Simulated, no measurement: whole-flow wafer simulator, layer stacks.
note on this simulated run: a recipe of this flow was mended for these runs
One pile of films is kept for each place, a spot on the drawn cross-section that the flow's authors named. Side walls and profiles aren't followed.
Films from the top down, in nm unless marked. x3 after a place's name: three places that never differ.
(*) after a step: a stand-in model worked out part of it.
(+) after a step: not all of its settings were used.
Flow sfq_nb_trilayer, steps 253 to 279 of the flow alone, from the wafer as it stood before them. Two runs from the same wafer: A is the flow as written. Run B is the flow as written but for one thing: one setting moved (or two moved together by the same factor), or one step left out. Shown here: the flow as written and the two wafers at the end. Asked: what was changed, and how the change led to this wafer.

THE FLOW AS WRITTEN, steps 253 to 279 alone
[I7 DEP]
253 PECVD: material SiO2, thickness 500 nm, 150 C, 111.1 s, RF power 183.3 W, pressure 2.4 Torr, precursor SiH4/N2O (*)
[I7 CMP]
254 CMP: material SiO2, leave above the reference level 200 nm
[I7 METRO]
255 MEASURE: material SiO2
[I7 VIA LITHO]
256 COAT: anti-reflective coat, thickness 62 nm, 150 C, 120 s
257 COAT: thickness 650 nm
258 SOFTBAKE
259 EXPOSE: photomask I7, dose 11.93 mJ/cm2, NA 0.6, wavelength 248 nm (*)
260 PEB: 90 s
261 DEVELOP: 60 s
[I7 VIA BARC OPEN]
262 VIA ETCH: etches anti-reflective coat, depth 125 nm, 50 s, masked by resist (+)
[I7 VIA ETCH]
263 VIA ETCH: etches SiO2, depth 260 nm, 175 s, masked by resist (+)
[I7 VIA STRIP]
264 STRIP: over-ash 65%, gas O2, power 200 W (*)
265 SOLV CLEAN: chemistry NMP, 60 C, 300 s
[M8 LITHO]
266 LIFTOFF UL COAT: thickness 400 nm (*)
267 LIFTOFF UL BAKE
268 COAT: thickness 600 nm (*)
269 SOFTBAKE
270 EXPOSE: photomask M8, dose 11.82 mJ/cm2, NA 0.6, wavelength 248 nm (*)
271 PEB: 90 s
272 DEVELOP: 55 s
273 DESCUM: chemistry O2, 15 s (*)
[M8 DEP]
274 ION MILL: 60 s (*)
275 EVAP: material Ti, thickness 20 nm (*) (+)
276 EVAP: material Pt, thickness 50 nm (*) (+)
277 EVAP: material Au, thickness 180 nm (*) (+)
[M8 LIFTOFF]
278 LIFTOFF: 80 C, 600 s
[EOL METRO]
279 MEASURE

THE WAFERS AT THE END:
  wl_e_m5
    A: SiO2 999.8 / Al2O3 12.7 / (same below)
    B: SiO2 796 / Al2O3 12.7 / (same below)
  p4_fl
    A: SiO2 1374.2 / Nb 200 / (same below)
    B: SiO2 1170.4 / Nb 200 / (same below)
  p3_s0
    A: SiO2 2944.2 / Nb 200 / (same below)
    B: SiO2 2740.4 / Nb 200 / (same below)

The cause: step 253, PECVD: 44.44 s was run, where the flow has 111.1 s.

How the change led to this, step by step:
  253 PECVD: material SiO2, thickness 500 nm, 150 C, 111.1 s, RF power 183.3 W, pressure 2.4 Torr, precursor SiH4/N2O (*)
      field_l, p4_fl, p4_fm and 56 more: A SiO2 +500 | B SiO2 +200.2
      v_sur, via_wl, via_w and 37 more: A SiO2 +500 (new film) | B SiO2 +200.2 (new film)
      (and at 7 more places)
  254 CMP: material SiO2, leave above the reference level 200 nm
      field_l, p4_fl, p4_fm and 56 more: A SiO2 -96 | B nothing
      field_r, lsp_l: A SiO2 -73.2 | B nothing
      (and at 45 more places)
  256 COAT: anti-reflective coat, thickness 62 nm, 150 C, 120 s
      m0r_line_l, m0r_line_r, m6r_line_l, m6r_line_r: A anti-reflective coat +62 (new film) | B anti-reflective coat +24.2 (new film)
      m0r_space_l, m0r_space_r, m6r_space_l, m6r_space_r: A anti-reflective coat +62 (new film) | B anti-reflective coat +100.3 (new film)
      (and at 89 more places)
  257 COAT: thickness 650 nm
      m0r_line_l, m0r_line_r, m6r_line_l, m6r_line_r: A KrF-resist-other-grade +650 (new film) | B KrF-resist-other-grade +725.9 (new film)
      p3_s1, m5r_space_l, m5r_space_r: A KrF-resist-other-grade +650 (new film) | B KrF-resist-other-grade +669 (new film)
      (and at 75 more places)
  261 DEVELOP: 60 s
      via_wl: A KrF-resist-other-grade -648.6 (all of it) | B KrF-resist-other-grade -591.5 (all of it)
      via_w: A KrF-resist-other-grade -648.6 (all of it) | B KrF-resist-other-grade -590.7 (all of it)
      (and at 1 more place)
  262 VIA ETCH: etches anti-reflective coat, depth 125 nm, 50 s, masked by resist (+)
      via_wl: A anti-reflective coat -62 (all of it), SiO2 -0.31 | B anti-reflective coat -51.8 (all of it), SiO2 -0.37
  264 STRIP: over-ash 65%, gas O2, power 200 W (*)
      m0r_line_l, m0r_line_r, m6r_line_l, m6r_line_r: A KrF-resist-other-grade -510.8 (all of it), anti-reflective coat -62 (all of it) | B KrF-resist-other-grade -586.5 (all of it), anti-reflective coat -24.2 (all of it)
      m0r_space_l, m0r_space_r, m6r_space_l, m6r_space_r: A KrF-resist-other-grade -510.8 (all of it), anti-reflective coat -62 (all of it) | B KrF-resist-other-grade -523.6 (all of it), anti-reflective coat -100.3 (all of it)
      (and at 91 more places)
  266 LIFTOFF UL COAT: thickness 400 nm (*)
      m0r_line_l, m0r_line_r, m6r_line_l, m6r_line_r: A lift-off-underlayer +400 (new film) | B lift-off-underlayer +440.6 (new film)
      m0r_space_l, m0r_space_r, m6r_space_l, m6r_space_r: A lift-off-underlayer +400 (new film) | B lift-off-underlayer +460.1 (new film)
      (and at 83 more places)
  268 COAT: thickness 600 nm (*)
      m0r_line_l, m0r_line_r, m6r_line_l, m6r_line_r: A KrF-resist-other-grade +600 (new film) | B KrF-resist-other-grade +620.8 (new film)
      wl_d_m1, wl_d_sr: A KrF-resist-other-grade +600 (new film) | B KrF-resist-other-grade +633.8 (new film)
      (and at 60 more places)
  272 DEVELOP: 55 s
      field_l: A KrF-resist-other-grade -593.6 (all of it), lift-off-underlayer -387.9 (all of it) | B KrF-resist-other-grade -616 (all of it), lift-off-underlayer -456.7 (all of it)
      v_sur: A KrF-resist-other-grade -607.6 (all of it), lift-off-underlayer -368.7 (all of it) | B KrF-resist-other-grade -585.2 (all of it), lift-off-underlayer -292.4 (all of it)
      (and at 9 more places)
  278 LIFTOFF: 80 C, 600 s
      m0r_line_l, m0r_line_r, m6r_line_l, m6r_line_r: A Au -180 (all of it), Pt -50 (all of it), Ti -20 (all of it), KrF-resist-other-grade -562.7 (all of it), lift-off-underlayer -400 (all of it) | B Au -180 (all of it), Pt -50 (all of it), Ti -20 (all of it), KrF-resist-other-grade -583.4 (all of it), lift-off-underlayer -440.6 (all of it)
      m0r_space_l, m0r_space_r, m6r_space_l, m6r_space_r: A Au -180 (all of it), Pt -50 (all of it), Ti -20 (all of it), KrF-resist-other-grade -562.7 (all of it), lift-off-underlayer -400 (all of it) | B Au -180 (all of it), Pt -50 (all of it), Ti -20 (all of it), KrF-resist-other-grade -567.6 (all of it), lift-off-underlayer -460.1 (all of it)
      (and at 72 more places)
